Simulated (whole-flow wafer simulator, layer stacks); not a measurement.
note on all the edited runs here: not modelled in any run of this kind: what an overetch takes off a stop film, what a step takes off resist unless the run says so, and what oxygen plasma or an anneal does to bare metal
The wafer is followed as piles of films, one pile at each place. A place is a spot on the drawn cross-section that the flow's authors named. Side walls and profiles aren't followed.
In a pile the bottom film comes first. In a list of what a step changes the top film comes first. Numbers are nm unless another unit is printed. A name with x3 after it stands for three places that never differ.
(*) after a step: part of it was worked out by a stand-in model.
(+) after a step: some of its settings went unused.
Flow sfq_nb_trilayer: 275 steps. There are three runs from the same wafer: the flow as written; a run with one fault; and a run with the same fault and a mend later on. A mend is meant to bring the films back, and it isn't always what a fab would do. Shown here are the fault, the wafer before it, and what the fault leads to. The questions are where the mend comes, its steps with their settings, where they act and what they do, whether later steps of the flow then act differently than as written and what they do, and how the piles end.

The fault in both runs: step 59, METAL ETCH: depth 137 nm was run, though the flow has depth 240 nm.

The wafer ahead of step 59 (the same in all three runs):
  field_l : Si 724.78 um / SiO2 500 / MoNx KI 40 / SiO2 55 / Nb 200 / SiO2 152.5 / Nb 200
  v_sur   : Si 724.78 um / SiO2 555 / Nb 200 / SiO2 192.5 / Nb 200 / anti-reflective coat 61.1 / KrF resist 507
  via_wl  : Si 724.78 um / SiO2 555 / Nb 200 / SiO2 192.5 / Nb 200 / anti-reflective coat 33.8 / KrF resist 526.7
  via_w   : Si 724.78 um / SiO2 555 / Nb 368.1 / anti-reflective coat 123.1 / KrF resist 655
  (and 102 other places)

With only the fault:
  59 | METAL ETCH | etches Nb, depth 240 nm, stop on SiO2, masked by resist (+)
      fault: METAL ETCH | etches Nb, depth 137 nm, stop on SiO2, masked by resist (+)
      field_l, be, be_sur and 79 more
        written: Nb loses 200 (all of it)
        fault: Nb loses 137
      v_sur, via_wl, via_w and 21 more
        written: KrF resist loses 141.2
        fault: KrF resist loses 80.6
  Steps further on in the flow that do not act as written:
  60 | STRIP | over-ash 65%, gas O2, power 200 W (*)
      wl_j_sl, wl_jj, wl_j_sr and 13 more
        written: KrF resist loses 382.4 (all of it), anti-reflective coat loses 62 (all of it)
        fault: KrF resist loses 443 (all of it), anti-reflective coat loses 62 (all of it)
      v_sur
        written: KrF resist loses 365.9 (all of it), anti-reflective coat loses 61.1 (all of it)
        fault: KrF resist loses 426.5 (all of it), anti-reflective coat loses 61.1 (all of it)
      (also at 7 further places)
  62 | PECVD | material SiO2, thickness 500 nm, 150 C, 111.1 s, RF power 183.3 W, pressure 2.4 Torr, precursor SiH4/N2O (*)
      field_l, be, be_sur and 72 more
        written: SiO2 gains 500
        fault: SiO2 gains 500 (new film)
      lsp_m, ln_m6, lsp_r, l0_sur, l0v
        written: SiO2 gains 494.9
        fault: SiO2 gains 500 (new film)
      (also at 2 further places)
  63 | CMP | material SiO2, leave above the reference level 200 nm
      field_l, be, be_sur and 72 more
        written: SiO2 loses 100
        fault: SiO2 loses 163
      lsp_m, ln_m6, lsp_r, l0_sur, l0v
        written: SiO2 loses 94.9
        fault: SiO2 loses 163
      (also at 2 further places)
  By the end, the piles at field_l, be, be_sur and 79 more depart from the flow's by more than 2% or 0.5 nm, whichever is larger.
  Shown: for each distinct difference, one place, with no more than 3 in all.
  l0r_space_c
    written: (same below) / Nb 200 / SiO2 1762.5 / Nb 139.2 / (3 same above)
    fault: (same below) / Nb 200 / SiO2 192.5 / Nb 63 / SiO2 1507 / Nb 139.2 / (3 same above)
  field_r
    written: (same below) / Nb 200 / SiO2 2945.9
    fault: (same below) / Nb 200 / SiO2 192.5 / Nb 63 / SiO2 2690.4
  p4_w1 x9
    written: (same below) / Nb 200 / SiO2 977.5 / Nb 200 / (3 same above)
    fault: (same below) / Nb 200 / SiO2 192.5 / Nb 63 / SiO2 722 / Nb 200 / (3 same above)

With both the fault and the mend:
  After step 59 comes the mend.
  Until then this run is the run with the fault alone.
  59a | METAL ETCH | etches Nb, depth 103 nm, stop on SiO2, masked by resist (+) (the flow's step 59, run once more with other settings)
      field_l, be, be_sur and 79 more
        Nb loses 63 (all of it)
      v_sur, via_wl, via_w and 21 more
        KrF resist loses 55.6
  Every later step of the flow that is run acts as written, at every place that is followed, to within 2% or 0.5 nm, whichever is larger.
  The piles end the same as the flow's at every place that both follow.
